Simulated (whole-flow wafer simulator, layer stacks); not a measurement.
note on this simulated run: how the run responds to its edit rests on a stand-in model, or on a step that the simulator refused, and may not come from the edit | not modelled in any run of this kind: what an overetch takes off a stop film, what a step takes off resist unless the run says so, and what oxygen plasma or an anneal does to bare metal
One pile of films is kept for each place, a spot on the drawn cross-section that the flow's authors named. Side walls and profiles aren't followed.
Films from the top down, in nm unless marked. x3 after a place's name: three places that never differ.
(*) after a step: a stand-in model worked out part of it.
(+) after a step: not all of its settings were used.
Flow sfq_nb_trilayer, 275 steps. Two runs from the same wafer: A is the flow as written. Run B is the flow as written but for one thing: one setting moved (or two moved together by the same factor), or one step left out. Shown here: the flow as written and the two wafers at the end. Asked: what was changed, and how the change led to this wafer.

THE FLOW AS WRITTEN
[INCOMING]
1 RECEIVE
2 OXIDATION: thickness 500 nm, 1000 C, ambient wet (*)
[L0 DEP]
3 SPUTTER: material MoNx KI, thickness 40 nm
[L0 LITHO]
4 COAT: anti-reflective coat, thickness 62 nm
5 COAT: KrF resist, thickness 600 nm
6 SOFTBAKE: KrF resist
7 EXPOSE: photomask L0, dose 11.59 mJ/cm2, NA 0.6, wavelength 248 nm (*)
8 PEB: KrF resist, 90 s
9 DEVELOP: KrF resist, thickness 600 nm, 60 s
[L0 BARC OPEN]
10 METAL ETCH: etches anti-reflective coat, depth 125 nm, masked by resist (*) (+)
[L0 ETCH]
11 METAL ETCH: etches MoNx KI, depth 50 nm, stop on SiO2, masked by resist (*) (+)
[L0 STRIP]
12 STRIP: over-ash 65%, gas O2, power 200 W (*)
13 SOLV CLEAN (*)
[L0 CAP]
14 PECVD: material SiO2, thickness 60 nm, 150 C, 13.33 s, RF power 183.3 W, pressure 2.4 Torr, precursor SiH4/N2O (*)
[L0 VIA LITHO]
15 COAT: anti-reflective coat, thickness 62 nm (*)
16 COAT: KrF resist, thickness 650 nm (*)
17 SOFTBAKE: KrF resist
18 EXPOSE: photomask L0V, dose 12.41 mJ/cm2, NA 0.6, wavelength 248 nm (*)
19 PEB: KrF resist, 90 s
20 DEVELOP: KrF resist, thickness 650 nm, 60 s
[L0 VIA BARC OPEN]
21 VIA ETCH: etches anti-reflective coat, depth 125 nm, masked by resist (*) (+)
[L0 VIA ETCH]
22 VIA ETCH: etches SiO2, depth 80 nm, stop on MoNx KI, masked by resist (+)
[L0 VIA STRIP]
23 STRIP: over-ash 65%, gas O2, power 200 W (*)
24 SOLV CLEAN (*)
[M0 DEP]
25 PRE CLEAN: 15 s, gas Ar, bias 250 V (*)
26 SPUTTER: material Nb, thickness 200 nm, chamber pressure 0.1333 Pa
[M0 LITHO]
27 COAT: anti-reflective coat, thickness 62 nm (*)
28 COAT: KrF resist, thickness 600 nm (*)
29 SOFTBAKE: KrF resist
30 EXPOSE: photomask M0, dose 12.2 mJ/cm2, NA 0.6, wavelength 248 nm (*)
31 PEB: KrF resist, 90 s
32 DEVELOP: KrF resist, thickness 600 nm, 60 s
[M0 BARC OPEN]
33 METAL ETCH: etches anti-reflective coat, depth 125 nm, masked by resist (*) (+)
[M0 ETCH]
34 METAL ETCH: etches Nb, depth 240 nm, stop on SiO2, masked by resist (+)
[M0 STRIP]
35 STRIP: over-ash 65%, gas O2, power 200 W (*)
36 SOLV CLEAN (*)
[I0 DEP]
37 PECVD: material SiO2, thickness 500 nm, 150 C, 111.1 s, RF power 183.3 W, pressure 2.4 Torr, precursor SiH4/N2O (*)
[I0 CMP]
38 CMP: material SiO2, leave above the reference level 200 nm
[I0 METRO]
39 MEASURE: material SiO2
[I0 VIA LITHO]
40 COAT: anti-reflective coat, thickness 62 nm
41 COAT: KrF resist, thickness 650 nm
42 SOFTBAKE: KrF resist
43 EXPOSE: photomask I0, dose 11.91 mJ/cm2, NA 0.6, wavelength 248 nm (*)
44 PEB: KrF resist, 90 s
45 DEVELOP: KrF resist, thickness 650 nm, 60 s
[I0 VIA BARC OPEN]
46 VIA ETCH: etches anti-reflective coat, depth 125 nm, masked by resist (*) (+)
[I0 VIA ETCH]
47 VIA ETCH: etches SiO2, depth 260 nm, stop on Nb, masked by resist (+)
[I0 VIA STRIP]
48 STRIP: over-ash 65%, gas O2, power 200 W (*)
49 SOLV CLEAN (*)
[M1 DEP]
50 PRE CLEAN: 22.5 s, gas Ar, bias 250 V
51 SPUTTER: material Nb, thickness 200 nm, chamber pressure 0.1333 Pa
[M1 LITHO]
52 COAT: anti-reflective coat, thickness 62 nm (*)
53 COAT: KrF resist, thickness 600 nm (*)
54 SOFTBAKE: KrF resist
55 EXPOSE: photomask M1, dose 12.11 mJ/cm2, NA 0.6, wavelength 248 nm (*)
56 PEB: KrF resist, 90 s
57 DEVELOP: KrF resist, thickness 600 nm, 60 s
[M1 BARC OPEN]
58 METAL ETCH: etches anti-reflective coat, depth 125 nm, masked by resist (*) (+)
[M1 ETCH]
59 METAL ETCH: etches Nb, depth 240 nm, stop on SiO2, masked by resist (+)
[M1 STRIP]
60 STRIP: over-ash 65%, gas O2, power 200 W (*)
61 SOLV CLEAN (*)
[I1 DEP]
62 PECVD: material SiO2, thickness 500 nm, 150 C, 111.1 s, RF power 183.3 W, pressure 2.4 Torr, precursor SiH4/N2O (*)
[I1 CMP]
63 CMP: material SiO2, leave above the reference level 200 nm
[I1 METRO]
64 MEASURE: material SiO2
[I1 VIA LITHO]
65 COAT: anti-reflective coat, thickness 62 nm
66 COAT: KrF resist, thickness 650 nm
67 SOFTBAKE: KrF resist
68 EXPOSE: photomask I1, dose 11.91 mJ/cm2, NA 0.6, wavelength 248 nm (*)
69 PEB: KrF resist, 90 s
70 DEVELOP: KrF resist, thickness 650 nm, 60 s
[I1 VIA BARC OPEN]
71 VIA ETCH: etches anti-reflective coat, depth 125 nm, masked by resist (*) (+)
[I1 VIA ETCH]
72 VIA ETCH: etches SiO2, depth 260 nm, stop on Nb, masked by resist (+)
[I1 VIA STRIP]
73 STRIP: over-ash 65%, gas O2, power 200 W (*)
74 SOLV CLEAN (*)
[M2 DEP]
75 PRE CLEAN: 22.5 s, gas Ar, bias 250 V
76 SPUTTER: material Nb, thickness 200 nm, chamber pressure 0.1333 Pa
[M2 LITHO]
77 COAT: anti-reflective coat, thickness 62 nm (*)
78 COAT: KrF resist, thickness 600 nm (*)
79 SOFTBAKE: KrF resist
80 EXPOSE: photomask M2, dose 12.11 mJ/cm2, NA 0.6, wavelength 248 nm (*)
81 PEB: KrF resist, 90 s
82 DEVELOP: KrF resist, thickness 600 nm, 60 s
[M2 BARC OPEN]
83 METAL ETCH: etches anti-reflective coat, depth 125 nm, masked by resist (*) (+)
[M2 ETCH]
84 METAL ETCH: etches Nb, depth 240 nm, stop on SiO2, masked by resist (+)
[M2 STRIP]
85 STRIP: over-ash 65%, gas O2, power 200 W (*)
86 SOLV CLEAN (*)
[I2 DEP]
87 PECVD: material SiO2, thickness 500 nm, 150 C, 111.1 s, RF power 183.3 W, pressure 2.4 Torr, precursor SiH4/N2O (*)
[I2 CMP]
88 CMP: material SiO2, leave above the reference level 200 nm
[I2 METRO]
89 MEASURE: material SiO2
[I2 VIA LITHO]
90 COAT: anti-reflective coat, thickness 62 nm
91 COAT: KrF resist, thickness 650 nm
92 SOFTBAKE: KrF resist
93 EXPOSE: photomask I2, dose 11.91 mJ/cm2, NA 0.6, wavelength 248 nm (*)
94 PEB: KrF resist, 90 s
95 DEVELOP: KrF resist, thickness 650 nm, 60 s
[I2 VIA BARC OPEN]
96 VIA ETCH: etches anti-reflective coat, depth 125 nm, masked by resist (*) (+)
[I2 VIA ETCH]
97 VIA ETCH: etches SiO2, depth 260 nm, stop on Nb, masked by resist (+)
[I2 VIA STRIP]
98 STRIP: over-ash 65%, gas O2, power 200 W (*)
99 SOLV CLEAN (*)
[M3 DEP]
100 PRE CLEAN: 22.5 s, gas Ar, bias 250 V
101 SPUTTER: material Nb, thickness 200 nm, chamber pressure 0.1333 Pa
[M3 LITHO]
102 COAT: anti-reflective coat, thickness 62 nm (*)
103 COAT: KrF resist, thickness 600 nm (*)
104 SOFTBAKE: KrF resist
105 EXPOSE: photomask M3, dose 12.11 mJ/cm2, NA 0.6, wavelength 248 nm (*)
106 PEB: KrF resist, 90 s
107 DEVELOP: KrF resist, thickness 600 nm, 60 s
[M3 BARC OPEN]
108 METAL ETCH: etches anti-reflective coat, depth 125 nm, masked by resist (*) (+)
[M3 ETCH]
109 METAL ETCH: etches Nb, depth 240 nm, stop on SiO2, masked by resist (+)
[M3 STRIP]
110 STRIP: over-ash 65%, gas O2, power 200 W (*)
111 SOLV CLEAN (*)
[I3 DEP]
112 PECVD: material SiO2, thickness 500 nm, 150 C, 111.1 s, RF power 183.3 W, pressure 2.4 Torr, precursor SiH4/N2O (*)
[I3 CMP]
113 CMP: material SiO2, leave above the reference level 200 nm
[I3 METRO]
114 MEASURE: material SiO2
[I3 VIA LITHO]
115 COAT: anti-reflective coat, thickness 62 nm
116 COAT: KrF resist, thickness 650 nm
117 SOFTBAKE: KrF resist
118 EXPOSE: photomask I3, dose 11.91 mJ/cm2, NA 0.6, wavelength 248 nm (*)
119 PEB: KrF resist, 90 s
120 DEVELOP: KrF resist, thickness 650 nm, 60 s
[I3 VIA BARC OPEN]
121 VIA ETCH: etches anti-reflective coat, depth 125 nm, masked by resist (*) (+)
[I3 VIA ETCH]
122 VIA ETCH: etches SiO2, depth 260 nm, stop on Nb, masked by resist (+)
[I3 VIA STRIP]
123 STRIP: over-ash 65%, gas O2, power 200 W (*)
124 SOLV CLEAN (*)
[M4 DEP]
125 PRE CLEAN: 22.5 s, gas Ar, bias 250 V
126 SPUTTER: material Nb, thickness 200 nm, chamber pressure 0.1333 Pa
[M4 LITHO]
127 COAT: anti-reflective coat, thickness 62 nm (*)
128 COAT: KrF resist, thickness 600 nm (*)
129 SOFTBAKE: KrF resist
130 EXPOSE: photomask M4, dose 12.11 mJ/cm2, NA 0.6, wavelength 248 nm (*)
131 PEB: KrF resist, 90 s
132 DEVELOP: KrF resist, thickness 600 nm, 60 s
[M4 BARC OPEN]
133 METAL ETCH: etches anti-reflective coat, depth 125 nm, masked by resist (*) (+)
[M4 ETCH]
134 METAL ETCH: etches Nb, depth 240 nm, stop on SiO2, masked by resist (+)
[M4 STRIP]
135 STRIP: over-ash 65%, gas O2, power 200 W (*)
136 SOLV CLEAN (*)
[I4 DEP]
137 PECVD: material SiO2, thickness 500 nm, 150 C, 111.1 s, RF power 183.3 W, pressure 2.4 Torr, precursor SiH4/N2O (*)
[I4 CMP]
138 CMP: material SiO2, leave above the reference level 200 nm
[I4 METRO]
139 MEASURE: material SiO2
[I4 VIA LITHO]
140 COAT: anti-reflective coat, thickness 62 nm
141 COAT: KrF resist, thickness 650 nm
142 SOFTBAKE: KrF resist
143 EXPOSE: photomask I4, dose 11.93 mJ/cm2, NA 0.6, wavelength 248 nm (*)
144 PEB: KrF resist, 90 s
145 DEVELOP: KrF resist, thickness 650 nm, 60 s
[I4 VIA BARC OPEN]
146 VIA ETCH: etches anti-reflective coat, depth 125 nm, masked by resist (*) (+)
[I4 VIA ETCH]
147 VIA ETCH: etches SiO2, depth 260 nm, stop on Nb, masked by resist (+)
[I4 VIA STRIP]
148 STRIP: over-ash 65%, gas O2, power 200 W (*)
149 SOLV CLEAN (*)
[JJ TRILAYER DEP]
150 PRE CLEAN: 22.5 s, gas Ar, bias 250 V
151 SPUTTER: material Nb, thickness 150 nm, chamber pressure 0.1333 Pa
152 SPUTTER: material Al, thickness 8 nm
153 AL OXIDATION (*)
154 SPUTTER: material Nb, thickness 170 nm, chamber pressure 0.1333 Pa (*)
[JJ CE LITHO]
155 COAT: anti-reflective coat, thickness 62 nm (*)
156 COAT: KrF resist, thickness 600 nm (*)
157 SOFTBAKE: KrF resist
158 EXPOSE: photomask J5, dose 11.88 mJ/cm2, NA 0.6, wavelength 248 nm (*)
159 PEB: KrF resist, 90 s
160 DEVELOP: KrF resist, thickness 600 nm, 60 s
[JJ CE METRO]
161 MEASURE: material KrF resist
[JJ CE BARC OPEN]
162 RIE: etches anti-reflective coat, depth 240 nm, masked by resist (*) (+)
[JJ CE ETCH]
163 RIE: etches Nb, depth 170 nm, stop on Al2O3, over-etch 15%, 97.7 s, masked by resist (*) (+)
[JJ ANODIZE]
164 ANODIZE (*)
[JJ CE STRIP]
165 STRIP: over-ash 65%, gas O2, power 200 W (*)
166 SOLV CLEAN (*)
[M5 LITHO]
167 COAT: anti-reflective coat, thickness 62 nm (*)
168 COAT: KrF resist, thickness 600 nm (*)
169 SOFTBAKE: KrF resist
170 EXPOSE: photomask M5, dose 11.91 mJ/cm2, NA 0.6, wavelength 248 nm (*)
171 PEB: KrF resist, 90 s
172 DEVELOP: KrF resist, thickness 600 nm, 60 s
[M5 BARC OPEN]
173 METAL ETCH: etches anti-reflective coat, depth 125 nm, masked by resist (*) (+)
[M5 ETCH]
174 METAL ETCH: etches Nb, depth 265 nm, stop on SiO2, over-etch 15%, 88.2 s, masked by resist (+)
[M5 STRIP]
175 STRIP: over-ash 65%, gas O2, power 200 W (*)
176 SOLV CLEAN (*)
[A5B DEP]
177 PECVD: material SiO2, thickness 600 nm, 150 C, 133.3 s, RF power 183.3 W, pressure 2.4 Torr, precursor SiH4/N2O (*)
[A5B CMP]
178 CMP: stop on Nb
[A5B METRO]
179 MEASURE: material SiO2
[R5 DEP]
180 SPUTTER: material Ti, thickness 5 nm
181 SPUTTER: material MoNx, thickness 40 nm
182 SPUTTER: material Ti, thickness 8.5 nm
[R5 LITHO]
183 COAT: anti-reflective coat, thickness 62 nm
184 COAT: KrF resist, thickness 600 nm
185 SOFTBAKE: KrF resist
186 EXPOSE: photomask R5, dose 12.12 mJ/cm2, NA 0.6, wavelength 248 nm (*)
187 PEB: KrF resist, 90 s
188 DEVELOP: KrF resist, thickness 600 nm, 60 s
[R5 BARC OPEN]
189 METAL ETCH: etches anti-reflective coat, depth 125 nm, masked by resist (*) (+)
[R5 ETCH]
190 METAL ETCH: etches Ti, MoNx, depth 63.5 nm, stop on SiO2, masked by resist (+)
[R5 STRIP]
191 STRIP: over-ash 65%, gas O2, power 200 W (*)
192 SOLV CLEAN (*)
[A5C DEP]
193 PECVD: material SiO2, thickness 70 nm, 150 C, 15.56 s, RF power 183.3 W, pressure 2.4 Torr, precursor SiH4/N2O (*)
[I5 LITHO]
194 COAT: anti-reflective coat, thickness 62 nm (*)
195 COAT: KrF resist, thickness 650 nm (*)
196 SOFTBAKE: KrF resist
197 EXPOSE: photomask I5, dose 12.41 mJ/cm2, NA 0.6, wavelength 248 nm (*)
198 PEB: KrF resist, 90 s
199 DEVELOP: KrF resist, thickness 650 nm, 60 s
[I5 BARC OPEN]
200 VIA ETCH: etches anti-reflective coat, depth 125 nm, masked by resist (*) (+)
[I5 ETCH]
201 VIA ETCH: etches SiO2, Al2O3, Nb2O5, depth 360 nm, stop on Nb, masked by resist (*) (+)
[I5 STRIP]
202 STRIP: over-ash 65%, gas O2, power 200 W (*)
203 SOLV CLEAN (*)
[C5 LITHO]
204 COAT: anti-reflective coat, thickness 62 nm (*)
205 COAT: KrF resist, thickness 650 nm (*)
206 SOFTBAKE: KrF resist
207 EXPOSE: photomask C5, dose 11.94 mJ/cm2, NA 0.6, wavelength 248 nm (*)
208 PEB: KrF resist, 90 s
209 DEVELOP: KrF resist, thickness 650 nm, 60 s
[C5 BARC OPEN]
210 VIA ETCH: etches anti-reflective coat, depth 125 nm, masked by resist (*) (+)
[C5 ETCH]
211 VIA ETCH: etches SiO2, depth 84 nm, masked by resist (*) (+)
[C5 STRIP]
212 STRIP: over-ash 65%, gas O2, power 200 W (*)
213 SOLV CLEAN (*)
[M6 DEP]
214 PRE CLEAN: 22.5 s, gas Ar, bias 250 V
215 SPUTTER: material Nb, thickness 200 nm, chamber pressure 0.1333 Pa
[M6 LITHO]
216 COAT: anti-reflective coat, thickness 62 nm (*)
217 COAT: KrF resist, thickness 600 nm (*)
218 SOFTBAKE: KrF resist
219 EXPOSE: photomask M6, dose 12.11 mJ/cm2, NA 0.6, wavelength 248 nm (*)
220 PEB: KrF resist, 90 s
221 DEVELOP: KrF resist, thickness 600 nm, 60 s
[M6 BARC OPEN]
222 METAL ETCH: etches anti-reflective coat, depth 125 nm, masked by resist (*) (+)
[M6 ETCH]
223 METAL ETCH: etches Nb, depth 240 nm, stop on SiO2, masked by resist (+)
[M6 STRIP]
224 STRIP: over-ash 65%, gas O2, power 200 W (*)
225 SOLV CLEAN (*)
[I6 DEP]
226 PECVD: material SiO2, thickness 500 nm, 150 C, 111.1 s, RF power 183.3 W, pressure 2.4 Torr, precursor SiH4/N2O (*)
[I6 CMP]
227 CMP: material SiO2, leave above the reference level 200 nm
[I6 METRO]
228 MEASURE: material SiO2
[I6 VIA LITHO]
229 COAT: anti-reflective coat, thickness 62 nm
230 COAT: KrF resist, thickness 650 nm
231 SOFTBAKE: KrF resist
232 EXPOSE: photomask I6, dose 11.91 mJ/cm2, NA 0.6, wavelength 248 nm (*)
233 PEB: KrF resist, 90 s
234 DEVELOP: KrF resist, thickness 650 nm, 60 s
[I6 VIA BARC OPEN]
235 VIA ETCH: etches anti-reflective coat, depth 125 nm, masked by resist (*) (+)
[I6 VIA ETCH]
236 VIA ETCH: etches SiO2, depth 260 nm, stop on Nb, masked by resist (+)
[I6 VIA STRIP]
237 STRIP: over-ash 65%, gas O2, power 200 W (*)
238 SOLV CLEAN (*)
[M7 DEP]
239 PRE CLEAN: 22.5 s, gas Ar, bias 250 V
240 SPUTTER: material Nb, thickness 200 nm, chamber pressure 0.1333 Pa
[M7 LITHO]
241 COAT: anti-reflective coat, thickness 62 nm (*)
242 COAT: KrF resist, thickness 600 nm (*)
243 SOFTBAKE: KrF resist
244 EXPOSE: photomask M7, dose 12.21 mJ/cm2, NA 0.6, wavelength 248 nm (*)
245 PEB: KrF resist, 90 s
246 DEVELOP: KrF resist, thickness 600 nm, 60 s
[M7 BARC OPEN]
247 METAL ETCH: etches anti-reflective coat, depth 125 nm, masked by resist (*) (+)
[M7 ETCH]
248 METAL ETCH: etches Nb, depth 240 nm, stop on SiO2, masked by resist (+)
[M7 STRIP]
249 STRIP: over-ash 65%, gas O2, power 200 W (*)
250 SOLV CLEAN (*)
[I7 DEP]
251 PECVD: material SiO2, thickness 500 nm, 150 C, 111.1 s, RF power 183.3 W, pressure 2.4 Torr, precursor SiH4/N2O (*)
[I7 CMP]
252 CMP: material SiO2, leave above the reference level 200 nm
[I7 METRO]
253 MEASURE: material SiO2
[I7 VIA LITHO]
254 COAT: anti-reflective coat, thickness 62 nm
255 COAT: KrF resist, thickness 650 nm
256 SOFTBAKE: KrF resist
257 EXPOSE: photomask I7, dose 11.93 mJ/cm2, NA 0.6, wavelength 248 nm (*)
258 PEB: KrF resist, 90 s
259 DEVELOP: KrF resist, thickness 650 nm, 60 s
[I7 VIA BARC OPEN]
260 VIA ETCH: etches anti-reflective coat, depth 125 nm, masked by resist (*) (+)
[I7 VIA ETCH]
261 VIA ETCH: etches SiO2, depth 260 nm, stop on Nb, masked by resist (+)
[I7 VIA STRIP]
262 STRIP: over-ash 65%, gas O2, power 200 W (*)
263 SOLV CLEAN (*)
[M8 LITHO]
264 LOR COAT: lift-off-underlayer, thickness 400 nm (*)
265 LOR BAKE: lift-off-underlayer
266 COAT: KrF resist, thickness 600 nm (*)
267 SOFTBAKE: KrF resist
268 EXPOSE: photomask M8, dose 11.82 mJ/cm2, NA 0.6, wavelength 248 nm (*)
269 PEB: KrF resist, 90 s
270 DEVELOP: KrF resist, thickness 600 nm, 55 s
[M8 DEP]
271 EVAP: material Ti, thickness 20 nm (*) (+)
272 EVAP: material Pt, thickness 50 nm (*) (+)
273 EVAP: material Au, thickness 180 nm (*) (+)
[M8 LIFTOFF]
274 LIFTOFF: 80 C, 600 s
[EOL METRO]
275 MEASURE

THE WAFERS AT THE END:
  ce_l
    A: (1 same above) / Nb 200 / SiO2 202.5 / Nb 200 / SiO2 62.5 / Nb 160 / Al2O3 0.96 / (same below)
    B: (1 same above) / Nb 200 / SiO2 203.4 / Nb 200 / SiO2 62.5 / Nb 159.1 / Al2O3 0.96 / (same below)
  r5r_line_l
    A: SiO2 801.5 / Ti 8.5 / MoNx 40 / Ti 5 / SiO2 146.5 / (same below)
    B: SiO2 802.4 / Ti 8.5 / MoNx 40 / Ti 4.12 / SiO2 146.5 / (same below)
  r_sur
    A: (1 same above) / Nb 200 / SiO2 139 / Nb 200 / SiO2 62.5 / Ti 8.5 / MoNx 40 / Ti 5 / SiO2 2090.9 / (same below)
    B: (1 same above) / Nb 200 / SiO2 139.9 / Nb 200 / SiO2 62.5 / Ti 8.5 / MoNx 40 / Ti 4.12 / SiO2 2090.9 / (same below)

The cause: step 180, SPUTTER: thickness 4.12 nm was run, where the flow has thickness 5 nm.
It can be read off the wafer: r5r_line_l has Ti 4.12, and step 180 as written asks for 5 nm.

How the change led to this, step by step:
  180 SPUTTER: material Ti, thickness 5 nm
      field_l, v_sur, via_wl and 103 more: A Ti +5 (new film) | B Ti +4.12 (new film)
  190 METAL ETCH: etches Ti, MoNx, depth 63.5 nm, stop on SiO2, masked by resist (+)
      field_l, v_sur, via_wl and 92 more: A Ti -8.5 (all of it), MoNx -40 (all of it), Ti -5 (all of it) | B Ti -8.5 (all of it), MoNx -40 (all of it), Ti -4.12 (all of it)
      ce_l, c5j, ce_r, wl_jj: A Ti -8.5 (all of it), MoNx -40 (all of it), Ti -5 (all of it), Nb -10 | B Ti -8.5 (all of it), MoNx -40 (all of it), Ti -4.12 (all of it), Nb -10.9
